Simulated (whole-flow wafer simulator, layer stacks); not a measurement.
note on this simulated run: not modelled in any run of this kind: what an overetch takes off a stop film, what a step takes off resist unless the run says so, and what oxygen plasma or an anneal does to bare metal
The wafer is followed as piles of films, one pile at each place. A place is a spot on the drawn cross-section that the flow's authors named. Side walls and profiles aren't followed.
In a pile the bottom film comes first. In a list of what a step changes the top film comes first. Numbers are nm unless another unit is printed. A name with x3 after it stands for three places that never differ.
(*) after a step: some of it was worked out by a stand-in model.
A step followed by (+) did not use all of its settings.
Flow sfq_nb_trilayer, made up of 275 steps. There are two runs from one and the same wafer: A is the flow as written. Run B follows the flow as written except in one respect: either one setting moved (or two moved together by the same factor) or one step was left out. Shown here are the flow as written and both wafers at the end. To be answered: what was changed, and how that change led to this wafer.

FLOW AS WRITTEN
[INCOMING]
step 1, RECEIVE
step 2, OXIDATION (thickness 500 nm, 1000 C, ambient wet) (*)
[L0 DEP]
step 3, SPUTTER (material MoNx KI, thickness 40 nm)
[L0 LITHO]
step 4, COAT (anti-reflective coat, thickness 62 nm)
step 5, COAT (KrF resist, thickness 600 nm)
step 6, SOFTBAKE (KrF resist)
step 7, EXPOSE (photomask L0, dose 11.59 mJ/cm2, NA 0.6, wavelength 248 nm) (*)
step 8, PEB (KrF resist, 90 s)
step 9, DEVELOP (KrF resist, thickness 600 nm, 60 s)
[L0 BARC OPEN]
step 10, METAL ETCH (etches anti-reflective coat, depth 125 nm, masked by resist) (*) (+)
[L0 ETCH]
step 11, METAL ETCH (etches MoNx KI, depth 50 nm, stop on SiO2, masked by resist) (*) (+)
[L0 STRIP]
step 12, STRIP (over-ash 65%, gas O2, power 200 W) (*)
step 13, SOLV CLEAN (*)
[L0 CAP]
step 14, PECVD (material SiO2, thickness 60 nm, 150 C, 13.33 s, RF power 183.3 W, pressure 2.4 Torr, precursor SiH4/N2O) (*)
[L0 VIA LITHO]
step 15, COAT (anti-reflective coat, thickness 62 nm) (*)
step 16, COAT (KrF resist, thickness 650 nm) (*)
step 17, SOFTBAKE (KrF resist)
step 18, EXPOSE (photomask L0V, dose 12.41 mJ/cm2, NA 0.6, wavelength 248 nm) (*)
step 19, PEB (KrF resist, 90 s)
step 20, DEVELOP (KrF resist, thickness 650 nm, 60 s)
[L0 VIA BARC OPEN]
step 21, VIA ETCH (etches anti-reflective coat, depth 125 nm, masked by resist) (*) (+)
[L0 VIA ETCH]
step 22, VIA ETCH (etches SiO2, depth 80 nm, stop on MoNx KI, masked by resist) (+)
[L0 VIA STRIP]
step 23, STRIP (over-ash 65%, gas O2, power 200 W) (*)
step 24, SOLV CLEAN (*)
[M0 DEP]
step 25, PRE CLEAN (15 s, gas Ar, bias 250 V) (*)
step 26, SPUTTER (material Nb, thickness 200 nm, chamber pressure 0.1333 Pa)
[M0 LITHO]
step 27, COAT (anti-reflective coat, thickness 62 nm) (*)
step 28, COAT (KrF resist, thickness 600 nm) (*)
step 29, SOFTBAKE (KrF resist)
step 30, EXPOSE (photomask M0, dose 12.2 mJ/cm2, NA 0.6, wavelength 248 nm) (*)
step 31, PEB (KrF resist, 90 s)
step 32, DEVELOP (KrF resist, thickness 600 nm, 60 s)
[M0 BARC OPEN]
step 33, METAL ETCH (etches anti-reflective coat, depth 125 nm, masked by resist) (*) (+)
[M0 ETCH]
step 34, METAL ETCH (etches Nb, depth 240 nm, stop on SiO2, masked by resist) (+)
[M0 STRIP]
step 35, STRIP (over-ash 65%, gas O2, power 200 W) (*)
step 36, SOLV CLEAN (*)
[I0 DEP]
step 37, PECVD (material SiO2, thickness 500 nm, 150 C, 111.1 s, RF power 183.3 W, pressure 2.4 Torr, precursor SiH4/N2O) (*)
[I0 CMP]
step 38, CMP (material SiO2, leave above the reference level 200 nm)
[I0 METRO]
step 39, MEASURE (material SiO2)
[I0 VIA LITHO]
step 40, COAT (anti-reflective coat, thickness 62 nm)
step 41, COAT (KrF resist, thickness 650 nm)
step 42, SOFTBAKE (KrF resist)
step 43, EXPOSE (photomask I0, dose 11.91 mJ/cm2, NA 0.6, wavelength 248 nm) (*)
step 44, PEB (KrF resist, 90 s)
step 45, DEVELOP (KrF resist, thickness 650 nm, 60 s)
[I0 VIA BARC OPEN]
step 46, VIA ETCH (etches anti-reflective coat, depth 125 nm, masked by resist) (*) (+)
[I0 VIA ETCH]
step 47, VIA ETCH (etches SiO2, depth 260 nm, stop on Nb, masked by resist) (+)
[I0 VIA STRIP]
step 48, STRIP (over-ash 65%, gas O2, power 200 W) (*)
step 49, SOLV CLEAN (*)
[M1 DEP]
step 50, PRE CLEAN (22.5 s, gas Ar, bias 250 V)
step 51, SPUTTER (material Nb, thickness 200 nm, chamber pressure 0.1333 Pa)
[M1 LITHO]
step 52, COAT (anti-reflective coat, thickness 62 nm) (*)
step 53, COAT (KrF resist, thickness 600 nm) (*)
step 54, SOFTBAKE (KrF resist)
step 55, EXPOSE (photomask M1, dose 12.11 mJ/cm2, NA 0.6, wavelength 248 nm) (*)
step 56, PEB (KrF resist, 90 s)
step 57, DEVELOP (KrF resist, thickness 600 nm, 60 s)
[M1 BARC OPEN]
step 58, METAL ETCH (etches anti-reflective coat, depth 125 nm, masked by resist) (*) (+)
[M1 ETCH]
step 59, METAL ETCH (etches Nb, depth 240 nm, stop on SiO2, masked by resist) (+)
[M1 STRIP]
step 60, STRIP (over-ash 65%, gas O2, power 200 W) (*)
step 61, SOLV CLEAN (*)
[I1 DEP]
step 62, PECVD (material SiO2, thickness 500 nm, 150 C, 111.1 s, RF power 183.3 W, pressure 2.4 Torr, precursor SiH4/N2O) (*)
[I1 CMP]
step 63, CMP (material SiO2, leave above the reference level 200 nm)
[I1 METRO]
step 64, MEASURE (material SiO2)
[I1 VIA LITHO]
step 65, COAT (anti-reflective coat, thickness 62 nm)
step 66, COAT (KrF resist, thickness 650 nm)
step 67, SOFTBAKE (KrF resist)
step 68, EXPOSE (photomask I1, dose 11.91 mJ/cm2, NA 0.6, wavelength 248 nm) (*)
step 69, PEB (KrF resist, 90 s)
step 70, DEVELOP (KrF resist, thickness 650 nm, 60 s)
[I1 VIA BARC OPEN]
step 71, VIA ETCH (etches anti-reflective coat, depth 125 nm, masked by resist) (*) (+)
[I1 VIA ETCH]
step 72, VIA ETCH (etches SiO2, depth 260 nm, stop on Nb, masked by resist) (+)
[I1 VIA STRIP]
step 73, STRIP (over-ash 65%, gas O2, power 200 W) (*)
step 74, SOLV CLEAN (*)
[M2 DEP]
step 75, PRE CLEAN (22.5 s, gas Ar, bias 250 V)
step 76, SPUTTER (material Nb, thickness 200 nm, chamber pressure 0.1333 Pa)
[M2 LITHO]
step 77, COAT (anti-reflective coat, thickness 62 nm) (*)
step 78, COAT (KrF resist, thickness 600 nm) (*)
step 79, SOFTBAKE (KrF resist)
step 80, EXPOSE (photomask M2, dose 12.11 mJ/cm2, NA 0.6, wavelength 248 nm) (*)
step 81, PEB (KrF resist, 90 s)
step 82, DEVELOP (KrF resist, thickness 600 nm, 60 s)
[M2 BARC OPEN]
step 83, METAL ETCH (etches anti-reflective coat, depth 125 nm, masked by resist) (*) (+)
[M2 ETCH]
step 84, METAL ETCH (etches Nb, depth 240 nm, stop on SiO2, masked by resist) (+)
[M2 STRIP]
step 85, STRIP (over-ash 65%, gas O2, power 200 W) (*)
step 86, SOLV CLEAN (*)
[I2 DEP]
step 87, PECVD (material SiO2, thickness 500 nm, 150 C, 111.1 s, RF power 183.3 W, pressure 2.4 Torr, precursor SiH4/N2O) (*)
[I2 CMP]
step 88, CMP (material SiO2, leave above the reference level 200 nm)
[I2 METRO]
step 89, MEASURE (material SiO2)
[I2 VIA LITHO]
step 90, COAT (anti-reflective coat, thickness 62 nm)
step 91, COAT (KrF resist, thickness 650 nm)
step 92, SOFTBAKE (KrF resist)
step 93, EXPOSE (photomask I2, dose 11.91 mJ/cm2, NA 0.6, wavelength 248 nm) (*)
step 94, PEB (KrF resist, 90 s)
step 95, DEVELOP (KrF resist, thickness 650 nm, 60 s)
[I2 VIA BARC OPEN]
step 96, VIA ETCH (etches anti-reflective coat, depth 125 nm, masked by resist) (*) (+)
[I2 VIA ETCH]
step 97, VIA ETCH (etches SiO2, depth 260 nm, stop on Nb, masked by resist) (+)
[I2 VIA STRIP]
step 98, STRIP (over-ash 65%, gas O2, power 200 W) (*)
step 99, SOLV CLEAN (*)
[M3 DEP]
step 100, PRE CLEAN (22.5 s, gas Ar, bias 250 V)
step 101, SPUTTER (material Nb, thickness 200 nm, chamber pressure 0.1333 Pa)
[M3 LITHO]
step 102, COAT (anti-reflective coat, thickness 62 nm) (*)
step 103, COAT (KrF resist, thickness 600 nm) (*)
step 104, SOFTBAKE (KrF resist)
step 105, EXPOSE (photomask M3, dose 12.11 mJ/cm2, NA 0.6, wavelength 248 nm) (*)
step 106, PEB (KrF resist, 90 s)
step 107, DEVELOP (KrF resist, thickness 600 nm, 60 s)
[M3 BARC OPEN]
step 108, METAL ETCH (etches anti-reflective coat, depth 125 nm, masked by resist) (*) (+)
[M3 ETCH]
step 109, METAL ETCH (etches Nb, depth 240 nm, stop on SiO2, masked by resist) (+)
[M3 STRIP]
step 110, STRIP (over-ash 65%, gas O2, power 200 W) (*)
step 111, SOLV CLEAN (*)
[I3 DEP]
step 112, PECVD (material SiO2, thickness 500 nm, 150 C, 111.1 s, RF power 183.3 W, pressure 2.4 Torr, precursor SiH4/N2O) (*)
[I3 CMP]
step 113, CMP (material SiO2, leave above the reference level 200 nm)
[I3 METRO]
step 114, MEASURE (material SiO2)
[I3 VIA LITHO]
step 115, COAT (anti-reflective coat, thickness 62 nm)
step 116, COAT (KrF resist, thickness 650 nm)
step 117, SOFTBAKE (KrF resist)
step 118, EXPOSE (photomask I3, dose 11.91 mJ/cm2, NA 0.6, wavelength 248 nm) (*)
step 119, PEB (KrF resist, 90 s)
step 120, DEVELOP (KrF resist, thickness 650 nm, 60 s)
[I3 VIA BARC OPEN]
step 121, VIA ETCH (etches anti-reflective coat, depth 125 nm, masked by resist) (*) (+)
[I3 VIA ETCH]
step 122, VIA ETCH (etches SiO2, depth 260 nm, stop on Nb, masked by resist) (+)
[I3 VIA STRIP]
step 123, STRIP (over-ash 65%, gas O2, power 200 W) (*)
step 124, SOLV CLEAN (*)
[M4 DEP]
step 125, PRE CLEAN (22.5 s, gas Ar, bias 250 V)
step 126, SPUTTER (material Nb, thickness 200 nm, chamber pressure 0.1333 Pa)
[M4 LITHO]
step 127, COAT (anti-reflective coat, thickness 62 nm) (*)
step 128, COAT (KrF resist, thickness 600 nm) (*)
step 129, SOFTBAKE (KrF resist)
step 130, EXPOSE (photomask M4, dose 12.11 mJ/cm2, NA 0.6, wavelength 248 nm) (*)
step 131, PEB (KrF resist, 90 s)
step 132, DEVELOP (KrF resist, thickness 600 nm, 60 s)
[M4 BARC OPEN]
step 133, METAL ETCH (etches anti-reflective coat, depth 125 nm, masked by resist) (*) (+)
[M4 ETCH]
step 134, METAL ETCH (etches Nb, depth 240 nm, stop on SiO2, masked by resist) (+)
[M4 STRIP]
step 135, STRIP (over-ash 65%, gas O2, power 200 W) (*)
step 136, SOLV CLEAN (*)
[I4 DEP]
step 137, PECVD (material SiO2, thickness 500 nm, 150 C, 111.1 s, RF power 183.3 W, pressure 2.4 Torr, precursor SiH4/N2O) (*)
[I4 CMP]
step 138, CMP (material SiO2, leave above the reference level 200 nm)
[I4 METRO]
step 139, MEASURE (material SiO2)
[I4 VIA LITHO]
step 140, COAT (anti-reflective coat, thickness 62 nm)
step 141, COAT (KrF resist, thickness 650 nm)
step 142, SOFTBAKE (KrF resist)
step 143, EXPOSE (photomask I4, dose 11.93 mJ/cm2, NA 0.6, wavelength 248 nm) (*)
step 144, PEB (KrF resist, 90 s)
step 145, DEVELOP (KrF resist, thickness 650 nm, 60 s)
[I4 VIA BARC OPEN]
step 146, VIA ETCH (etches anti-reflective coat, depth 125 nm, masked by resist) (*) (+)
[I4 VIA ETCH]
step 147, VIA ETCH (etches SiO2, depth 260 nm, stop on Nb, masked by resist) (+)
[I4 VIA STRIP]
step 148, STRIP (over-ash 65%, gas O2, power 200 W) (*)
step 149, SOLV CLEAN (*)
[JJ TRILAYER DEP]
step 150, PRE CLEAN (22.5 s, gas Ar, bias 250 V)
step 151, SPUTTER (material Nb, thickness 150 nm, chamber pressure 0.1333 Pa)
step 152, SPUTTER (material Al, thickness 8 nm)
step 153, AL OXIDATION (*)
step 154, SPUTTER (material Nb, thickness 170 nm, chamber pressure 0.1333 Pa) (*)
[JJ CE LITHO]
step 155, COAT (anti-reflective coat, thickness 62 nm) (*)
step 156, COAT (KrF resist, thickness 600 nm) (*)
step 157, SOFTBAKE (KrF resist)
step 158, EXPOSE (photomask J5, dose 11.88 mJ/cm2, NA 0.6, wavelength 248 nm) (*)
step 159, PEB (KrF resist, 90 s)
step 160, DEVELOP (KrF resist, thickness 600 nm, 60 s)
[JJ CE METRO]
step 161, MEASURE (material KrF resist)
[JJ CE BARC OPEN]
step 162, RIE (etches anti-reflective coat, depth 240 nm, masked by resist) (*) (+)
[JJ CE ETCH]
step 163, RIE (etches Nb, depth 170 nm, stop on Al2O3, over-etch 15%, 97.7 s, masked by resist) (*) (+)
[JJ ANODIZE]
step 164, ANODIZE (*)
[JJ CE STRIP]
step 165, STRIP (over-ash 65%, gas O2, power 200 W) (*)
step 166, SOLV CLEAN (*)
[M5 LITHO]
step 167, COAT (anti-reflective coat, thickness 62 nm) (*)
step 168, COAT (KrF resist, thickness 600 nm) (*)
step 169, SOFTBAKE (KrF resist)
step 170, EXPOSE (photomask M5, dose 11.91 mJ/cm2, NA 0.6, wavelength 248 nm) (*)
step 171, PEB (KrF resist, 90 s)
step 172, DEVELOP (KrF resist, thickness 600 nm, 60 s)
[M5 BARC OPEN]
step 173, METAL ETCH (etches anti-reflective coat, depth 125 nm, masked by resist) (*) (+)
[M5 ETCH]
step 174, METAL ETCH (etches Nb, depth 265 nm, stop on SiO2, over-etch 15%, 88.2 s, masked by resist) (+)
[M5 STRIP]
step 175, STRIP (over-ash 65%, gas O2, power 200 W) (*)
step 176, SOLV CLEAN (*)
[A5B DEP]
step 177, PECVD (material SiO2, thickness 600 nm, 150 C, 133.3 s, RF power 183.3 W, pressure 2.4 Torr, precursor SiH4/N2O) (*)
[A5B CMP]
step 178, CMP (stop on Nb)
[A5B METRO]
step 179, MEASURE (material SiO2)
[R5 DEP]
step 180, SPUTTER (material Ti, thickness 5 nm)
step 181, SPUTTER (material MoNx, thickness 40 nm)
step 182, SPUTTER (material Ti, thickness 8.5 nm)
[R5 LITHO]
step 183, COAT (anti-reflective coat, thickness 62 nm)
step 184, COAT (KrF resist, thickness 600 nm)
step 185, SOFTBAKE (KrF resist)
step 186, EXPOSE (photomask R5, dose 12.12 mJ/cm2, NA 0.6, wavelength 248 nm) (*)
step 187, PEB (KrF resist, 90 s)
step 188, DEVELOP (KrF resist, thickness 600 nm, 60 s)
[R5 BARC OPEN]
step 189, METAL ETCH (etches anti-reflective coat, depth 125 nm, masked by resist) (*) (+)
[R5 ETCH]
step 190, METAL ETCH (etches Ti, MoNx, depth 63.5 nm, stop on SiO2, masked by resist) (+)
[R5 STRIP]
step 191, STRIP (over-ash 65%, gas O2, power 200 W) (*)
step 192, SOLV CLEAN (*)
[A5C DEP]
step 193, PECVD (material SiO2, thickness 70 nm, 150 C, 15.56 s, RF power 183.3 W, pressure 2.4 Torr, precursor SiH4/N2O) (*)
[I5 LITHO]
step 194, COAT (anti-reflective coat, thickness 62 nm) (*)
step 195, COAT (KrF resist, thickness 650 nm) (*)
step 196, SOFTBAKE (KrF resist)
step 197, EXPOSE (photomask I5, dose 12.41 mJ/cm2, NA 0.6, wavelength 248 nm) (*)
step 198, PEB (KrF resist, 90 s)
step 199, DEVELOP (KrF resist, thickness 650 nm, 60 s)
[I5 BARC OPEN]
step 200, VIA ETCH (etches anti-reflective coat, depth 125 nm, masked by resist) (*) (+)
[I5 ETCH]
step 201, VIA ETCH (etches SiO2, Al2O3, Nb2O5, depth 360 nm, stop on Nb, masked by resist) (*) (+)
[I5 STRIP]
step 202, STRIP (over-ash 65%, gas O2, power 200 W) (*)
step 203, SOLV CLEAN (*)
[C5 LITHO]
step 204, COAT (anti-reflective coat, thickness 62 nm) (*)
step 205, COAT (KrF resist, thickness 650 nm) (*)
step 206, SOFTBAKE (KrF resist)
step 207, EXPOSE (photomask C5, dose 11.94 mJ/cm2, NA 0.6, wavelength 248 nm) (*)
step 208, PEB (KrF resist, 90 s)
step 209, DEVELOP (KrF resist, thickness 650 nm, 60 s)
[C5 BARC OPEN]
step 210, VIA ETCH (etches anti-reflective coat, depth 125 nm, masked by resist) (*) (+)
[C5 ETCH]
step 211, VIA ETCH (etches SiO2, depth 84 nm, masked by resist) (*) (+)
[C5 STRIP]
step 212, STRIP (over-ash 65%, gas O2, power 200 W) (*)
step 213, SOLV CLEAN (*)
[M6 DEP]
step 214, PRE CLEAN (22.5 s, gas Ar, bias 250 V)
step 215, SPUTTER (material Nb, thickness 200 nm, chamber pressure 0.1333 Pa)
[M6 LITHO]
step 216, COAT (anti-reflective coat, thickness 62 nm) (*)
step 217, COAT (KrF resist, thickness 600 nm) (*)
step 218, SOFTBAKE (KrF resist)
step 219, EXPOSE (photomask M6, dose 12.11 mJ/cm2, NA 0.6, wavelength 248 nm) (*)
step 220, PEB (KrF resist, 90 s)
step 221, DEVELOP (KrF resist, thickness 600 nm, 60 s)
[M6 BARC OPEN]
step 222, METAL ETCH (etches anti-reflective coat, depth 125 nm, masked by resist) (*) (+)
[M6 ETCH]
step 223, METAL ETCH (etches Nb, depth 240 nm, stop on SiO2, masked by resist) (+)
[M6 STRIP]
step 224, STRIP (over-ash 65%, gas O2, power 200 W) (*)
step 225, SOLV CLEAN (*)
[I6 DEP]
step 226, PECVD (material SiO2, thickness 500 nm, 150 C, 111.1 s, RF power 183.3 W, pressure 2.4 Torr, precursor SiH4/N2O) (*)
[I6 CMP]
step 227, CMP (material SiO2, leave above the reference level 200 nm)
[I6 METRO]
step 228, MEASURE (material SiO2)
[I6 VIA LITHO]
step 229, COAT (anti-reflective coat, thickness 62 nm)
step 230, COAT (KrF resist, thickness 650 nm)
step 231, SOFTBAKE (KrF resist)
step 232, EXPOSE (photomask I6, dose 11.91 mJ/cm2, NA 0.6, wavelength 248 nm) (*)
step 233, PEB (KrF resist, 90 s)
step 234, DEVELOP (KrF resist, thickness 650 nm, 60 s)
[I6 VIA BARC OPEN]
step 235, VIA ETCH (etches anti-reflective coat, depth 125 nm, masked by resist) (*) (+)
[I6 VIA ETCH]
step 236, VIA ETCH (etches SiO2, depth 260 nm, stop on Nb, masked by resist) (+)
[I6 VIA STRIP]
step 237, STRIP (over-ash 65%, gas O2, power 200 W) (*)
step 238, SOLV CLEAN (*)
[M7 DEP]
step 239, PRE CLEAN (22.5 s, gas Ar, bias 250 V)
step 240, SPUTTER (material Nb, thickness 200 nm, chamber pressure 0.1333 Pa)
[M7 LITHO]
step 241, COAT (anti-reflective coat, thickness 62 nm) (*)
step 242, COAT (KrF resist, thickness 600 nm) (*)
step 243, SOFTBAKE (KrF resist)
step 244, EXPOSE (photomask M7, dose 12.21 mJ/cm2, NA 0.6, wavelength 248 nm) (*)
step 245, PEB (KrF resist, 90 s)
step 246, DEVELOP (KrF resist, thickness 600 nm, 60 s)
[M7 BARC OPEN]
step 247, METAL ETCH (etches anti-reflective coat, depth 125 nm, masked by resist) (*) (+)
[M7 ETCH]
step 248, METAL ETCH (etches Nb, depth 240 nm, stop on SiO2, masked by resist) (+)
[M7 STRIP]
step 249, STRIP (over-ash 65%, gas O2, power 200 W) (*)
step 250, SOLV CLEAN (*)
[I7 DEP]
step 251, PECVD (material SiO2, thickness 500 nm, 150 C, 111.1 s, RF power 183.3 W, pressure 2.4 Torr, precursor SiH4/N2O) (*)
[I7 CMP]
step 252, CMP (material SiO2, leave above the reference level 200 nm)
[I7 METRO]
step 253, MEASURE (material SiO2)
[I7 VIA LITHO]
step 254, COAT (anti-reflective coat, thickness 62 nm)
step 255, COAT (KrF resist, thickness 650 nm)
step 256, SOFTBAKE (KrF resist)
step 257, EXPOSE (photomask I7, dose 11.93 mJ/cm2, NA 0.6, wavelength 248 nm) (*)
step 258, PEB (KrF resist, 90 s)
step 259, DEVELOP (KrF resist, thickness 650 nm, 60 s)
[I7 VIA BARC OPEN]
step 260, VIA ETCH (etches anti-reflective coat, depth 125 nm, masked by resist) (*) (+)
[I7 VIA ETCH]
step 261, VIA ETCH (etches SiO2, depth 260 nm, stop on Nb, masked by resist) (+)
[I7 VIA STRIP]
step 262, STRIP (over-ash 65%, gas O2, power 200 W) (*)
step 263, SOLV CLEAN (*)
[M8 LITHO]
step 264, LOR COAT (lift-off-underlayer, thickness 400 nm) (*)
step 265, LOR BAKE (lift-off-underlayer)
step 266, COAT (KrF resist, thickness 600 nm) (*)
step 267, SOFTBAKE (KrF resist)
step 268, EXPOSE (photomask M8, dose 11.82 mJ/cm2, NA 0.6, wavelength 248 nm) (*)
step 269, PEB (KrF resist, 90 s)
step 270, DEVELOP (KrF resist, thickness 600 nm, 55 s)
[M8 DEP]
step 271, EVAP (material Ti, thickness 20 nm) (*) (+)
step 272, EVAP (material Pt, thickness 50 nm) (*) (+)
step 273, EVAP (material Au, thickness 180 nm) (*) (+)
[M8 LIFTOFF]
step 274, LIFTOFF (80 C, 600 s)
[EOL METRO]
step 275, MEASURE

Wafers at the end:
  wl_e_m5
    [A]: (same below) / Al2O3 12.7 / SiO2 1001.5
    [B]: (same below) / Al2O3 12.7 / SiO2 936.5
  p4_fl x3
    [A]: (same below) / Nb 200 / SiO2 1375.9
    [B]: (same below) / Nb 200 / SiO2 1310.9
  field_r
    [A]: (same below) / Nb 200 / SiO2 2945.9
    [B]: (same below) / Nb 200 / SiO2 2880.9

Cause: step 227, CMP: leave above the reference level 135 nm was run, while the flow as written has leave above the reference level 200 nm.

How this came from the change, step by step:
  step 227, CMP (material SiO2, leave above the reference level 200 nm)
      field_l, p4_fl x3, p4_w1 x9 and 49 more: A SiO2 loses 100 | B SiO2 loses 165
      v_sur, via_wl, via_w and 15 more: A SiO2 loses 300 | B SiO2 loses 365
      (and at 26 other places as well)
  step 236, VIA ETCH (etches SiO2, depth 260 nm, stop on Nb, masked by resist) (+)
      field_l, v_sur, via_wl and 102 more: A KrF resist loses 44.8 | B KrF resist loses 34.9
      via_v: A SiO2 loses 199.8 (all of it) | B SiO2 loses 134.8 (all of it)
  step 240, SPUTTER (material Nb, thickness 200 nm, chamber pressure 0.1333 Pa)
      via_v: A Nb gains 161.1 | B Nb gains 176.9
  step 241, COAT (anti-reflective coat, thickness 62 nm) (*)
      via_sp: A anti-reflective coat gains 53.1 (new film) | B anti-reflective coat gains 54.3 (new film)
      via_v: A anti-reflective coat gains 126 (new film) | B anti-reflective coat gains 110.5 (new film)
      (and at 1 other place as well)
  step 242, COAT (KrF resist, thickness 600 nm) (*)
      via_v: A KrF resist gains 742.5 (new film) | B KrF resist gains 688 (new film)
  step 249, STRIP (over-ash 65%, gas O2, power 200 W) (*)
      via_sp: A KrF resist loses 373.6 (all of it), anti-reflective coat loses 53.1 (all of it) | B KrF resist loses 378.2 (all of it), anti-reflective coat loses 54.3 (all of it)
      via_v: A KrF resist loses 524.5 (all of it), anti-reflective coat loses 126 (all of it) | B KrF resist loses 470.1 (all of it), anti-reflective coat loses 110.5 (all of it)
      (and at 1 other place as well)
  step 251, PECVD (material SiO2, thickness 500 nm, 150 C, 111.1 s, RF power 183.3 W, pressure 2.4 Torr, precursor SiH4/N2O) (*)
      via_v: A SiO2 gains 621 (new film) | B SiO2 gains 514.1 (new film)
  step 252, CMP (material SiO2, leave above the reference level 200 nm)
      via_v: A SiO2 loses 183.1 | B SiO2 loses 157.1
